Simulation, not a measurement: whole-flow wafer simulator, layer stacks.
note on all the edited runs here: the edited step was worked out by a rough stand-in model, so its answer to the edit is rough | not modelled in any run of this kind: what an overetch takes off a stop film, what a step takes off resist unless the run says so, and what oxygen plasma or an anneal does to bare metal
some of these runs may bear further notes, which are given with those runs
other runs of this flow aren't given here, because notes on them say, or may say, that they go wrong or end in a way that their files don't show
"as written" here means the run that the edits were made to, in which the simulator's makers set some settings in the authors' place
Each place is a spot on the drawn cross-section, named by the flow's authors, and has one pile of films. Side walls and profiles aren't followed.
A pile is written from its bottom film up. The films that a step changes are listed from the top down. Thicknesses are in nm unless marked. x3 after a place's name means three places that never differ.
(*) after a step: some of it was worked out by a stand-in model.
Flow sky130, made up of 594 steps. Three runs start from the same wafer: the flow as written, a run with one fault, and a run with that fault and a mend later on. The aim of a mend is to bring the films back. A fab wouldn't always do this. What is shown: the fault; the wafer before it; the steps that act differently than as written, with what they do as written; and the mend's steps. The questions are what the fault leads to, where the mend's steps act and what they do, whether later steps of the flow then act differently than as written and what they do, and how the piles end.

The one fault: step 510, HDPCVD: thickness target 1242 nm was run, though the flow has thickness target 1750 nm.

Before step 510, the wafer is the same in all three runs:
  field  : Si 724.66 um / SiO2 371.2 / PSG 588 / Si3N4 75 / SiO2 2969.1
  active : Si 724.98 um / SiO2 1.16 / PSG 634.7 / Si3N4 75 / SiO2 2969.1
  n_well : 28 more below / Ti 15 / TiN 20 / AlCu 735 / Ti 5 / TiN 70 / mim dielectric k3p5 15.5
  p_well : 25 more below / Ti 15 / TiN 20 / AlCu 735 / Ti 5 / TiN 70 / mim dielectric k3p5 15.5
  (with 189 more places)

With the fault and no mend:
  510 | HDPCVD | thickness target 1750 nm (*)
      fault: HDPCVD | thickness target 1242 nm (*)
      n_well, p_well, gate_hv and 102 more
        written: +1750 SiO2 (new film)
        fault: +1242 SiO2 (new film)
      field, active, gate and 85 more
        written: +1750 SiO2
        fault: +1242 SiO2
  Later steps of the flow acting differently than as written (not shown: 22 more steps that differ only slightly, by at most 2% or 0.5 nm, whichever is larger):
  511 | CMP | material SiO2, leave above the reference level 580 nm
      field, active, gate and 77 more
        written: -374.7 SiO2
        fault: nothing
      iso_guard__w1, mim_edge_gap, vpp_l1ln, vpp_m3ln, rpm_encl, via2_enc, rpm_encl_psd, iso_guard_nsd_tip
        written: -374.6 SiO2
        fault: nothing
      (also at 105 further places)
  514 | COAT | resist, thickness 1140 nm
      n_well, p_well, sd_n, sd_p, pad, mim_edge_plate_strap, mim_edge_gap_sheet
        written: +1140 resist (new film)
        fault: +1007.5 resist (new film)
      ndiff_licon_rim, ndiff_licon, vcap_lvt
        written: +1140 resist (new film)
        fault: +1075.5 resist (new film)
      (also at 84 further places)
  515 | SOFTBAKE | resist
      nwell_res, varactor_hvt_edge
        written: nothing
        fault: -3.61 resist
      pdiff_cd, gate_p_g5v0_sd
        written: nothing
        fault: -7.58 resist
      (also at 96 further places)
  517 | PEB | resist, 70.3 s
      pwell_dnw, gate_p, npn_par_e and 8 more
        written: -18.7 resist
        fault: -17.3 resist
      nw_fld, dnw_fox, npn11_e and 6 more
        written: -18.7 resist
        fault: -17 resist
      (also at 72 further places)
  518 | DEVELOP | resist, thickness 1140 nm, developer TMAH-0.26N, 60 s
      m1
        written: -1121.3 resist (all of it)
        fault: -1033.8 resist (all of it)
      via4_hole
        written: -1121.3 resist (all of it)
        fault: -1020.1 resist (all of it)
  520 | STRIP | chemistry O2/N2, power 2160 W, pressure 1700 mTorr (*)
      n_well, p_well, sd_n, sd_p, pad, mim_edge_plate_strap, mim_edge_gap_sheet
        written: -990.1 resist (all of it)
        fault: -860.3 resist (all of it)
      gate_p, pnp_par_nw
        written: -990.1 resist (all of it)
        fault: -921.4 resist (all of it)
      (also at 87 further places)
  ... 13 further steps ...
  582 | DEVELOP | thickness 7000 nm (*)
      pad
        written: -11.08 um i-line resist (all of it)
        fault: -11.1 um i-line resist (all of it)
  The piles end different from the flow's at field, active, gate and 86 more by more than 2% or 0.5 nm, whichever is larger.
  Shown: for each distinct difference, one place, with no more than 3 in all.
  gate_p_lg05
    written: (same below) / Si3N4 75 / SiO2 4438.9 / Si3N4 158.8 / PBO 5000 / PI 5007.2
    fault: (same below) / Si3N4 75 / SiO2 4211.1 / TiN 20 / W 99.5 / SiO2 125.2 / Si3N4 158.8 / PBO 5000 / PI 5005.1
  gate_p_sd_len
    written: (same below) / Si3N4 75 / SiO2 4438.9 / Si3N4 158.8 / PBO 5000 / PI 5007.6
    fault: (same below) / Si3N4 75 / SiO2 4211.1 / TiN 20 / W 99.5 / SiO2 125.2 / Si3N4 158.8 / PBO 5000 / PI 5005.1
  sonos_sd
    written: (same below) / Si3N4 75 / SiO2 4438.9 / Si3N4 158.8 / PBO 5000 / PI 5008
    fault: (same below) / Si3N4 75 / SiO2 4211.1 / TiN 20 / W 99.5 / SiO2 125.2 / Si3N4 158.8 / PBO 5000 / PI 5001.8

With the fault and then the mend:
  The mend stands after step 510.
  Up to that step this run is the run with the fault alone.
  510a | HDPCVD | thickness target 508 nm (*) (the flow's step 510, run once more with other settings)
      field, active, n_well and 190 more
        +508 SiO2
  Later steps of the flow that are run all act as written at every place that is followed.
  At every place that both follow, the piles at the end match the flow's.
